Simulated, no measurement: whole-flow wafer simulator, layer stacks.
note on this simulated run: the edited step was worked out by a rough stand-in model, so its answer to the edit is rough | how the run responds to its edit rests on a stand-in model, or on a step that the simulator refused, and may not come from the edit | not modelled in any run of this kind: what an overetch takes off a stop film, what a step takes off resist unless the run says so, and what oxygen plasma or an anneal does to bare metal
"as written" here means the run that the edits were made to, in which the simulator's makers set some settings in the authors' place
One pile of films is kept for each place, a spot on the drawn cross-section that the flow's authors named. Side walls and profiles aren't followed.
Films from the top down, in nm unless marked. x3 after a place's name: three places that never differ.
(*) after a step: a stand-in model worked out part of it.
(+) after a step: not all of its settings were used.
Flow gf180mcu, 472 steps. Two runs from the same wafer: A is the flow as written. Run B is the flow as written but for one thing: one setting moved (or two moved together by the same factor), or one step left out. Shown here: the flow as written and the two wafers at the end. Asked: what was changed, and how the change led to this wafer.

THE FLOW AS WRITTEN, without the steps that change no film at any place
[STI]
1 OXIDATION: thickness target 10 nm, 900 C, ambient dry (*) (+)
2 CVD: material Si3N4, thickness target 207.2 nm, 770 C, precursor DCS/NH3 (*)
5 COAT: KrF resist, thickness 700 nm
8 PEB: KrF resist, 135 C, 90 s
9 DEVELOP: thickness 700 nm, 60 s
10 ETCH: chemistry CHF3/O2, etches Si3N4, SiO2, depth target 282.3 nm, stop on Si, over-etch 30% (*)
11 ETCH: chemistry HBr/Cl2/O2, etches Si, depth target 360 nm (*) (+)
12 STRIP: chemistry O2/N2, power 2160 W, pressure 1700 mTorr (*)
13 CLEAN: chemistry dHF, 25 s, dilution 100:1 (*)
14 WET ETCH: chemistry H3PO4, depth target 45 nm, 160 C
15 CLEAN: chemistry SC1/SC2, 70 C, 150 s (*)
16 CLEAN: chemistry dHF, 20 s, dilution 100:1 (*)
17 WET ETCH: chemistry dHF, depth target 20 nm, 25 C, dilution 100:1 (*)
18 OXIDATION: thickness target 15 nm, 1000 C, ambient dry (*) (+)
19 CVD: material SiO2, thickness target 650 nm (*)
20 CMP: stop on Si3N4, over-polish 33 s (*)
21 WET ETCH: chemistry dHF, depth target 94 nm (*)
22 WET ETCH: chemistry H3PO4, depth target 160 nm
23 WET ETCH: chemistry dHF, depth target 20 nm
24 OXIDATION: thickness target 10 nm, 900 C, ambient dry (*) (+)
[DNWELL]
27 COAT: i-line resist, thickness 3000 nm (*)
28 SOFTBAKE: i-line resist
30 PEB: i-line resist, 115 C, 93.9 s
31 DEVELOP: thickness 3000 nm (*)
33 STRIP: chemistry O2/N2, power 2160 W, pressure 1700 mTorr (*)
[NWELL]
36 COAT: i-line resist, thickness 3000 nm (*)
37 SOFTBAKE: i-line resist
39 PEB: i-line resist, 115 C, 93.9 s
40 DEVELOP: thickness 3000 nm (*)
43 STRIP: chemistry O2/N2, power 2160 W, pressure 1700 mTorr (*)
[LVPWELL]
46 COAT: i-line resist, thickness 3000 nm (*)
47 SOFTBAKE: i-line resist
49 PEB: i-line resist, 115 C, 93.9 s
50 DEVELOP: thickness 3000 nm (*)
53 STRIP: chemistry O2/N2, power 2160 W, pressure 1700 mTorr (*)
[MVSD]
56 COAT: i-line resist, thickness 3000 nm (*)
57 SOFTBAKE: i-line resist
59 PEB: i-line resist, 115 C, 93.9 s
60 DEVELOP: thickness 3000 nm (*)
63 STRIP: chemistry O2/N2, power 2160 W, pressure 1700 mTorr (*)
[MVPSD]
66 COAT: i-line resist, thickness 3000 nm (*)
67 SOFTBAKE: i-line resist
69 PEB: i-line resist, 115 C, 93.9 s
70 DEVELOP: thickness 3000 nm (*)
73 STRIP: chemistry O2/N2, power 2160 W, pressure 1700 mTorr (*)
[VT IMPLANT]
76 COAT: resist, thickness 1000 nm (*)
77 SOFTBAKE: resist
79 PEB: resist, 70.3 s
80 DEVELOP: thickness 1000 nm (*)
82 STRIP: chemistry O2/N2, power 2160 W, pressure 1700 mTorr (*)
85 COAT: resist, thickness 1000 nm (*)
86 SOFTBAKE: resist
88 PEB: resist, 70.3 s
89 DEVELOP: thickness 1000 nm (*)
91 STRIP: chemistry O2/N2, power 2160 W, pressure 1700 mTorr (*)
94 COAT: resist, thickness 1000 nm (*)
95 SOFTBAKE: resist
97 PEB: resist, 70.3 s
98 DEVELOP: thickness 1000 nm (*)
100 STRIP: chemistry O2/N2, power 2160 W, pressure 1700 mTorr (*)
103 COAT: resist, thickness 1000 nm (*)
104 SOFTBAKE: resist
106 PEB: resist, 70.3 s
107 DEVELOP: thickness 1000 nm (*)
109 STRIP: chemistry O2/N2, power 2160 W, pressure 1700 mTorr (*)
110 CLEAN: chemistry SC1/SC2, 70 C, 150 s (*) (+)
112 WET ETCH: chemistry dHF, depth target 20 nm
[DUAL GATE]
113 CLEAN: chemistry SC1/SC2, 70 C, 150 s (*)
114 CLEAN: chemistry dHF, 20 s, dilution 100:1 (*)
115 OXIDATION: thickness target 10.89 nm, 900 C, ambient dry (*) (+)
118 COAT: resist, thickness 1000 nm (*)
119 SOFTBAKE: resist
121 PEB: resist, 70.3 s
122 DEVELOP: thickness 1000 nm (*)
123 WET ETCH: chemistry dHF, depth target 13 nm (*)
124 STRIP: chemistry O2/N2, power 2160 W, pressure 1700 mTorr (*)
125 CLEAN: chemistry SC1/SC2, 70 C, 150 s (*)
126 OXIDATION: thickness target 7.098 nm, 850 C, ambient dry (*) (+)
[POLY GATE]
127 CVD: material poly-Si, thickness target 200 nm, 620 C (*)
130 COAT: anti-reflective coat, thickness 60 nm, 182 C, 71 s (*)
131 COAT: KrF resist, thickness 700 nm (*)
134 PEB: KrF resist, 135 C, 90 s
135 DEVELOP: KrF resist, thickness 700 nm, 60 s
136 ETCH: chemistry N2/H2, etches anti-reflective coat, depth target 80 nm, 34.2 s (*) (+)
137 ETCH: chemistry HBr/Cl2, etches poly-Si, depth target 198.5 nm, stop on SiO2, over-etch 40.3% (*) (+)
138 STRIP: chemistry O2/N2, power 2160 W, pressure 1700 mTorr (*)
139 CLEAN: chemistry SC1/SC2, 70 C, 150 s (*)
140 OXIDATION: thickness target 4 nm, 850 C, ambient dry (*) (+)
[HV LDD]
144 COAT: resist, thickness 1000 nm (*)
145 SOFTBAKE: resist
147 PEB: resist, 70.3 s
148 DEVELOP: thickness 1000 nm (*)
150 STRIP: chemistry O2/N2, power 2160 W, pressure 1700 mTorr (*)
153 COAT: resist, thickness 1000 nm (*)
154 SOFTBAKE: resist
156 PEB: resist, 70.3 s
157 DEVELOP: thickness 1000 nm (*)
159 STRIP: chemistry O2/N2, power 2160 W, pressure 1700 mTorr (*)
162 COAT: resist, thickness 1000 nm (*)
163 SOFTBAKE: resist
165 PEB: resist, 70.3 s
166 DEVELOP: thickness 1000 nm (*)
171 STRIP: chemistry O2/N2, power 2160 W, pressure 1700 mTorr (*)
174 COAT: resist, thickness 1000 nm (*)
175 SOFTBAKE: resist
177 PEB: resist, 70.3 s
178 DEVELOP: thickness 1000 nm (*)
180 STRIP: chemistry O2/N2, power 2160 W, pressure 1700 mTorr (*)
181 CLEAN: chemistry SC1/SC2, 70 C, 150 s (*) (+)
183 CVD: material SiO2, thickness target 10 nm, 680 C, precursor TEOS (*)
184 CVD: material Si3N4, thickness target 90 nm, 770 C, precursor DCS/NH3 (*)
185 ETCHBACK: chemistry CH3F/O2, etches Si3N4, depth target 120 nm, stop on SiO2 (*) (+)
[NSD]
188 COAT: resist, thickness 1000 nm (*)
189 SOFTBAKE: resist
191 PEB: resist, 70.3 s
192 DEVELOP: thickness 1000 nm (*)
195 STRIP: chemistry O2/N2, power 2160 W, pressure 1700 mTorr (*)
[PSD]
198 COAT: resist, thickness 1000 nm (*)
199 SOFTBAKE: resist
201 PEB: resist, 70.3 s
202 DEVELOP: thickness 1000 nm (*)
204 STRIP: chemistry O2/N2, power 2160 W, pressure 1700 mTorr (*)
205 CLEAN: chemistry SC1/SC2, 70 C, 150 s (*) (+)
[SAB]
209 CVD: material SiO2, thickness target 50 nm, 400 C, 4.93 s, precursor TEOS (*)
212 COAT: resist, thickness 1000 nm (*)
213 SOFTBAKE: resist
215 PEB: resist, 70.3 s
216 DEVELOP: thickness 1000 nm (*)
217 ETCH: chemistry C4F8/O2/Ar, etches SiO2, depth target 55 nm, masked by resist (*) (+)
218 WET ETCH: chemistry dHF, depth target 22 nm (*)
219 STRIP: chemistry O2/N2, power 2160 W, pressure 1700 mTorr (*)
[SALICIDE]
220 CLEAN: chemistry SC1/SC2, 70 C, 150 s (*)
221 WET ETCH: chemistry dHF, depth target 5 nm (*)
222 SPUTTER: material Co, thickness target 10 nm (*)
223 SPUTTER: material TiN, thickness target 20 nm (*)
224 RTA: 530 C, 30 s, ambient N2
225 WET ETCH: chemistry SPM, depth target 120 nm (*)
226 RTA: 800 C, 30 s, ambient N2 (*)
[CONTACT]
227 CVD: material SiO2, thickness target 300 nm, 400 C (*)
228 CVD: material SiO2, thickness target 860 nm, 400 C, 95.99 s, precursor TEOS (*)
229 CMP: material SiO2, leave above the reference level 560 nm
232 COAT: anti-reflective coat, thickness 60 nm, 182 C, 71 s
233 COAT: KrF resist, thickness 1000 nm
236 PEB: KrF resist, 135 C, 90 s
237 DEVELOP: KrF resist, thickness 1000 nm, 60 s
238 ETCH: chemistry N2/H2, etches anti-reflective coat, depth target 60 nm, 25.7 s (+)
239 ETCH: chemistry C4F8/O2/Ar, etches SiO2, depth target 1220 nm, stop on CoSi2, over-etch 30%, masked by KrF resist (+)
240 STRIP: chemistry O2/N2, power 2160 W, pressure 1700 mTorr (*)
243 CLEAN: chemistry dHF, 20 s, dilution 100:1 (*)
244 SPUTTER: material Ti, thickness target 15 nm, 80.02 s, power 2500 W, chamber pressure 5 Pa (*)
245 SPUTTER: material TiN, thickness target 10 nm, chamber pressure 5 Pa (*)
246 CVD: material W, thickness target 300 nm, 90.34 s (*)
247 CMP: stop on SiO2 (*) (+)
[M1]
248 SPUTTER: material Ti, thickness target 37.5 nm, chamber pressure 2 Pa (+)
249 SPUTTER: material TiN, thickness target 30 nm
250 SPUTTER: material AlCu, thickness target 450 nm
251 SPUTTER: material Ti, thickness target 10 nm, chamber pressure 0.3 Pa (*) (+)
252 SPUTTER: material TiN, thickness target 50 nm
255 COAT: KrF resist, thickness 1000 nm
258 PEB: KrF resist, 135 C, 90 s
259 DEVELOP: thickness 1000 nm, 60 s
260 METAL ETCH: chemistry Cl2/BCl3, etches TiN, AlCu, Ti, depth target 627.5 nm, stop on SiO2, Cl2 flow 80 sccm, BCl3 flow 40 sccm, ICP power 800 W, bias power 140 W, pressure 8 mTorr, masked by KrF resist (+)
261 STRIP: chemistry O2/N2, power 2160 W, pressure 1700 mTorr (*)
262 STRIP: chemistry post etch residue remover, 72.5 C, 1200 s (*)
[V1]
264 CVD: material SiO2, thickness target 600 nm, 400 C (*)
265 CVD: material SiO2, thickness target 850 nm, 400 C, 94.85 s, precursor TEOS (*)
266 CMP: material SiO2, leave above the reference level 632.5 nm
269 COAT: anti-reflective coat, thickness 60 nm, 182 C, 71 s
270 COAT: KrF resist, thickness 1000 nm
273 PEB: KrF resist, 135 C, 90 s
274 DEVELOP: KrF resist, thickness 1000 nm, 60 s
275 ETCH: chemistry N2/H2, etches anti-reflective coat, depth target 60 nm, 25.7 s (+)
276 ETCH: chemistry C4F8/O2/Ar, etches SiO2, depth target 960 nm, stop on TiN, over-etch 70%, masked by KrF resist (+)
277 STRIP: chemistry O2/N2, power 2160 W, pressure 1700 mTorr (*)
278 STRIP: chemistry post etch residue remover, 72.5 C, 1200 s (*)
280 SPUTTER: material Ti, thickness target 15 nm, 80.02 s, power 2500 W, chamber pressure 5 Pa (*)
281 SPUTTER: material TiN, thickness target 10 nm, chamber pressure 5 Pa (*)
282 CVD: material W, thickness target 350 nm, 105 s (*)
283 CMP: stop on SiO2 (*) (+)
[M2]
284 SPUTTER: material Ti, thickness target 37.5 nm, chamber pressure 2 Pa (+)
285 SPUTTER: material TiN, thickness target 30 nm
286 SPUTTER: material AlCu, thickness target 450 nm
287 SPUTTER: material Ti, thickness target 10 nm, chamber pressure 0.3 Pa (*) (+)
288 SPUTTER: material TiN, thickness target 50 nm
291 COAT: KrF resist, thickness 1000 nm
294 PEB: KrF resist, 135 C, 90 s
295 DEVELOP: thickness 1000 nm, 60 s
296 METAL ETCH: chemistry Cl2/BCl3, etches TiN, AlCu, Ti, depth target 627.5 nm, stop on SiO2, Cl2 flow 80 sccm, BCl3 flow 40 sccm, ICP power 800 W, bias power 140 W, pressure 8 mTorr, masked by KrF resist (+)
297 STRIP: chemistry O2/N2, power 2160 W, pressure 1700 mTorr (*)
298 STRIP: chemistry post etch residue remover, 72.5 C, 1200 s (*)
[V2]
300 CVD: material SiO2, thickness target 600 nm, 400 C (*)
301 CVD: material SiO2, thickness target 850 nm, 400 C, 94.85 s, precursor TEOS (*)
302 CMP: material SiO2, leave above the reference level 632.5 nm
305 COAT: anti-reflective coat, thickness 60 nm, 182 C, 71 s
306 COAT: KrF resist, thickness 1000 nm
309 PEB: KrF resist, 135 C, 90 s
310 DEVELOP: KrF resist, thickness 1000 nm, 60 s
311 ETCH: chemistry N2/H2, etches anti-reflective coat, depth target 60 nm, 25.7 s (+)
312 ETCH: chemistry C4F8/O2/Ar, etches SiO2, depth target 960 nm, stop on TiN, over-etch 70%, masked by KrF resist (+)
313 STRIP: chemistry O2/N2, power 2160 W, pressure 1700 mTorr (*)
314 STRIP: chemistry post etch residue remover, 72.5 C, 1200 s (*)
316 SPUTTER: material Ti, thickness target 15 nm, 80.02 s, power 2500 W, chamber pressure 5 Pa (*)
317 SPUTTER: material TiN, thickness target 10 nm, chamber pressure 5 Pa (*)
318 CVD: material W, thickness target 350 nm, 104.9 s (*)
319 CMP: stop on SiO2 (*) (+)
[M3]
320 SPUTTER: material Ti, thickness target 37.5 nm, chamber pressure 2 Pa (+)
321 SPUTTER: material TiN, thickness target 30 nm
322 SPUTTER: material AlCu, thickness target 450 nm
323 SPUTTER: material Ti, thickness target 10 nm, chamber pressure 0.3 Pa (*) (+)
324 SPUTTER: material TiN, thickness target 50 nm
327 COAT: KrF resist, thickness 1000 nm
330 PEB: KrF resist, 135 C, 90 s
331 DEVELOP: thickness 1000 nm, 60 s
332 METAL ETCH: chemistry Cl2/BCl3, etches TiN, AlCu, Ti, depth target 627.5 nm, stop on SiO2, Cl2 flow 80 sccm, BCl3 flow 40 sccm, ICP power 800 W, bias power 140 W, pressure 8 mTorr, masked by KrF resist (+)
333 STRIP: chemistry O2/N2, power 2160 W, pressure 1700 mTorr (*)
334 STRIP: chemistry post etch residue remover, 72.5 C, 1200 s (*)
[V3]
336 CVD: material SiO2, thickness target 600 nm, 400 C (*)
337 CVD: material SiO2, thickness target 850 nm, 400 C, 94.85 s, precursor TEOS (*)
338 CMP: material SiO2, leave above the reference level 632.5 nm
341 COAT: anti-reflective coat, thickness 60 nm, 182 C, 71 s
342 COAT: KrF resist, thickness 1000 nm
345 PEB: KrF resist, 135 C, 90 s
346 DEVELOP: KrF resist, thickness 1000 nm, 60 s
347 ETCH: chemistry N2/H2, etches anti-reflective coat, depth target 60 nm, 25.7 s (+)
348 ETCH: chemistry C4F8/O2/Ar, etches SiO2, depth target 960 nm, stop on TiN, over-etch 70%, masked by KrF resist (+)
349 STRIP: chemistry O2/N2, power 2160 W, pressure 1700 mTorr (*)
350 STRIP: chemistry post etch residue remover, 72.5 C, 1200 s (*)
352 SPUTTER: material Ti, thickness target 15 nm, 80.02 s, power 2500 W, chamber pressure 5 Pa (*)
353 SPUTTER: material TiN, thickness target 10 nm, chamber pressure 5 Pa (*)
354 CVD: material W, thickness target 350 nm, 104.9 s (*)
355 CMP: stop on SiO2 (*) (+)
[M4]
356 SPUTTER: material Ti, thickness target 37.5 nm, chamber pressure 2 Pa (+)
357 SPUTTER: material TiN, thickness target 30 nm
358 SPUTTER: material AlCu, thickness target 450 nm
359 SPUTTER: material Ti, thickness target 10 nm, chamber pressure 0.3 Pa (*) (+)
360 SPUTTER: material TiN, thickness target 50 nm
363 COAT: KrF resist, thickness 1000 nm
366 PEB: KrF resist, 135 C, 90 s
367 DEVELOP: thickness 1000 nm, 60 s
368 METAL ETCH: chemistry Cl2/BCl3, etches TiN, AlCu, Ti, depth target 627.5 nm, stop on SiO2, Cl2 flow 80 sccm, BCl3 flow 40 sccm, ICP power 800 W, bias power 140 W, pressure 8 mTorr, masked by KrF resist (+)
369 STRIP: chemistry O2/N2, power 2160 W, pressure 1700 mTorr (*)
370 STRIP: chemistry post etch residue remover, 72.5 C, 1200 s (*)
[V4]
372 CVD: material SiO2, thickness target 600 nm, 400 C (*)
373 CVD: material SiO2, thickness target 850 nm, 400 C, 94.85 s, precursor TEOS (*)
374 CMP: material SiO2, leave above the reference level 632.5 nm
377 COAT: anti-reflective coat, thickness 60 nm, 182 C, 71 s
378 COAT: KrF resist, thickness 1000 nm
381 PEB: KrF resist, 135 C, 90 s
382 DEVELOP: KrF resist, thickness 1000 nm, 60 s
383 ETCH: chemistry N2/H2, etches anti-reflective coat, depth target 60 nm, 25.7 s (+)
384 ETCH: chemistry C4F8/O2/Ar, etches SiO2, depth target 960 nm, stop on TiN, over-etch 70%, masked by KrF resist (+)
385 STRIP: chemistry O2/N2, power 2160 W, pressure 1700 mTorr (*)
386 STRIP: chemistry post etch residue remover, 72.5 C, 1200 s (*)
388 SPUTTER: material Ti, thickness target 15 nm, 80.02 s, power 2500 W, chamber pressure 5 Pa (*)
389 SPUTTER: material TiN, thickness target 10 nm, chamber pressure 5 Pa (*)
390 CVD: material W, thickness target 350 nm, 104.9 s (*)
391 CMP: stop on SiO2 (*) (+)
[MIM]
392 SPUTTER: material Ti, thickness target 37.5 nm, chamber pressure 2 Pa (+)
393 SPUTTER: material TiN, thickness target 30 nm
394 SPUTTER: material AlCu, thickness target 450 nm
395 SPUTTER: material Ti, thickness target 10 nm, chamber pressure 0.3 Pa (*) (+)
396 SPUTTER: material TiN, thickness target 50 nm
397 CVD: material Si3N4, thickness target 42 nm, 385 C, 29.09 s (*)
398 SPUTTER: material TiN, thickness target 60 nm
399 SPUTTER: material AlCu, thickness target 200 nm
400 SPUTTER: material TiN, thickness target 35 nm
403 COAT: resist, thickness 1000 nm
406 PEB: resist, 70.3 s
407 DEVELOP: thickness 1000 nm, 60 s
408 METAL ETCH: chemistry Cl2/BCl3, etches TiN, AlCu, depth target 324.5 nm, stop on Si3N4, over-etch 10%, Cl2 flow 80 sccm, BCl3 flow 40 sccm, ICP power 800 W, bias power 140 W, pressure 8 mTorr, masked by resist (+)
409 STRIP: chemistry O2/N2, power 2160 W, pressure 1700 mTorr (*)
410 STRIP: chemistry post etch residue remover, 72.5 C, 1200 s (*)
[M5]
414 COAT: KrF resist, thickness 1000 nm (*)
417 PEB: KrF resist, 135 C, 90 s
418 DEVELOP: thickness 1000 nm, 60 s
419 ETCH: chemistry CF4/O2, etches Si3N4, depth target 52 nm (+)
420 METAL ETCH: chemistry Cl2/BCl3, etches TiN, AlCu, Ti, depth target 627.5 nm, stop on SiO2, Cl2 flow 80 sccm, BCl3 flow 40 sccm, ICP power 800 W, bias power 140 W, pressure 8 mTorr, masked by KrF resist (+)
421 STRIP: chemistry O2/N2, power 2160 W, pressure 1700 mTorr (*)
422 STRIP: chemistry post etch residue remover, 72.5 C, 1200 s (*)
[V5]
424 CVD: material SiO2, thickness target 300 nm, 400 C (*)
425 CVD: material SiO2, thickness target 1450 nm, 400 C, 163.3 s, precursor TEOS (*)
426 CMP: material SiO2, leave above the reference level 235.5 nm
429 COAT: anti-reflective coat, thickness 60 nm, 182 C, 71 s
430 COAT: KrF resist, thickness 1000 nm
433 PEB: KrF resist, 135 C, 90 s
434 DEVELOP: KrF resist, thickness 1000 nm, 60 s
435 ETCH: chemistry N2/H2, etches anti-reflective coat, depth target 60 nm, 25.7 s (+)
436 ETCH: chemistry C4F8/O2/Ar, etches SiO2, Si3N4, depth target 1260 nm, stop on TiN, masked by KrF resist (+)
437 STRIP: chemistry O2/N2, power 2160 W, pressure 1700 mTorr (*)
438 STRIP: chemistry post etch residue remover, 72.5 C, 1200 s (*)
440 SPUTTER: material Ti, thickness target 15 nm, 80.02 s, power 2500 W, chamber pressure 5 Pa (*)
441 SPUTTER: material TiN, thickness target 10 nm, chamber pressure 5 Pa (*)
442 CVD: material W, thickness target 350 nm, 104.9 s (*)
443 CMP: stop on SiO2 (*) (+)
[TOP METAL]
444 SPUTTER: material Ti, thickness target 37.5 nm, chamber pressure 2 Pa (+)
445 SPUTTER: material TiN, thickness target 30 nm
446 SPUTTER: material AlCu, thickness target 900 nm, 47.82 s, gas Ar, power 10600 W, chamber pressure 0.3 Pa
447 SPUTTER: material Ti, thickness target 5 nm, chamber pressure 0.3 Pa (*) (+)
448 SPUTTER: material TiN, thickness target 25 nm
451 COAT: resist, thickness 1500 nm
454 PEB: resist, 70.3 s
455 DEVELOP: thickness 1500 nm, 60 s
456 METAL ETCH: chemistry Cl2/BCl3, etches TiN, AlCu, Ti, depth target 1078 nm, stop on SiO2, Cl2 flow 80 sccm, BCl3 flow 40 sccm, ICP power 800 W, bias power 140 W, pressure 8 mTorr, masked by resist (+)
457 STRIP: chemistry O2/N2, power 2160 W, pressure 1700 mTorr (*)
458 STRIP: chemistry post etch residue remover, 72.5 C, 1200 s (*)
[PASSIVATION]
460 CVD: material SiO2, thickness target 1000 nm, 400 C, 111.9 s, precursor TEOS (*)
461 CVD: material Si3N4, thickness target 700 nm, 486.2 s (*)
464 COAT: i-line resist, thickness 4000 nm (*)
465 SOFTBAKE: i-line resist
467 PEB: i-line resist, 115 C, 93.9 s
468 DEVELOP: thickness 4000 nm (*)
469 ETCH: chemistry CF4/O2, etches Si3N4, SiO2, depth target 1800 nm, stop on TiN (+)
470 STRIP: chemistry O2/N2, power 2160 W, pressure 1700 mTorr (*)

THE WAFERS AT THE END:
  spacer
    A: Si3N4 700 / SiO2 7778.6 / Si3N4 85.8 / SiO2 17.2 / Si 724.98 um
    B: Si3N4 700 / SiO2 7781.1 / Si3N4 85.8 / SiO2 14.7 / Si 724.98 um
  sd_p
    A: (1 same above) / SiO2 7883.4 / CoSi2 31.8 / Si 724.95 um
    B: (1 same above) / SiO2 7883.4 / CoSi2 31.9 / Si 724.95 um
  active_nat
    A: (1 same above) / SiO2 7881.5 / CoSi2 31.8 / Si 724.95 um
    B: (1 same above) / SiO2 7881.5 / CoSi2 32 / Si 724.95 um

The cause: step 183, CVD: thickness target 7.5 nm was run, where the flow has thickness target 10 nm.

How the change led to this, step by step:
  183 CVD: material SiO2, thickness target 10 nm, 680 C, precursor TEOS (*)
      field, field__w1, field__w2 and 99 more: A SiO2 +10 | B SiO2 +7.5
      ld_drift_p: A SiO2 +9.87 | B SiO2 +7.4
      (and at 1 more place)
  189 SOFTBAKE: resist
      field: A resist +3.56 | B resist -0.36
      active_hv: A resist +2.68 | B resist -0.51
      (and at 3 more places)
  199 SOFTBAKE: resist
      field: A resist +3.56 | B resist -0.36
      active_hv: A resist +2.68 | B resist -0.51
      (and at 3 more places)
  218 WET ETCH: chemistry dHF, depth target 22 nm (*)
      gate, gate_hv, gate_p and 23 more: A SiO2 -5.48 (all of it) | B SiO2 -2.98 (all of it)
      active, p_well, sd_n, iso_ptap_pw, iso_ntap_nw, iso_ptap_sub, vpnp_e: A SiO2 -9.01 (all of it) | B SiO2 -6.51 (all of it)
      (and at 16 more places)
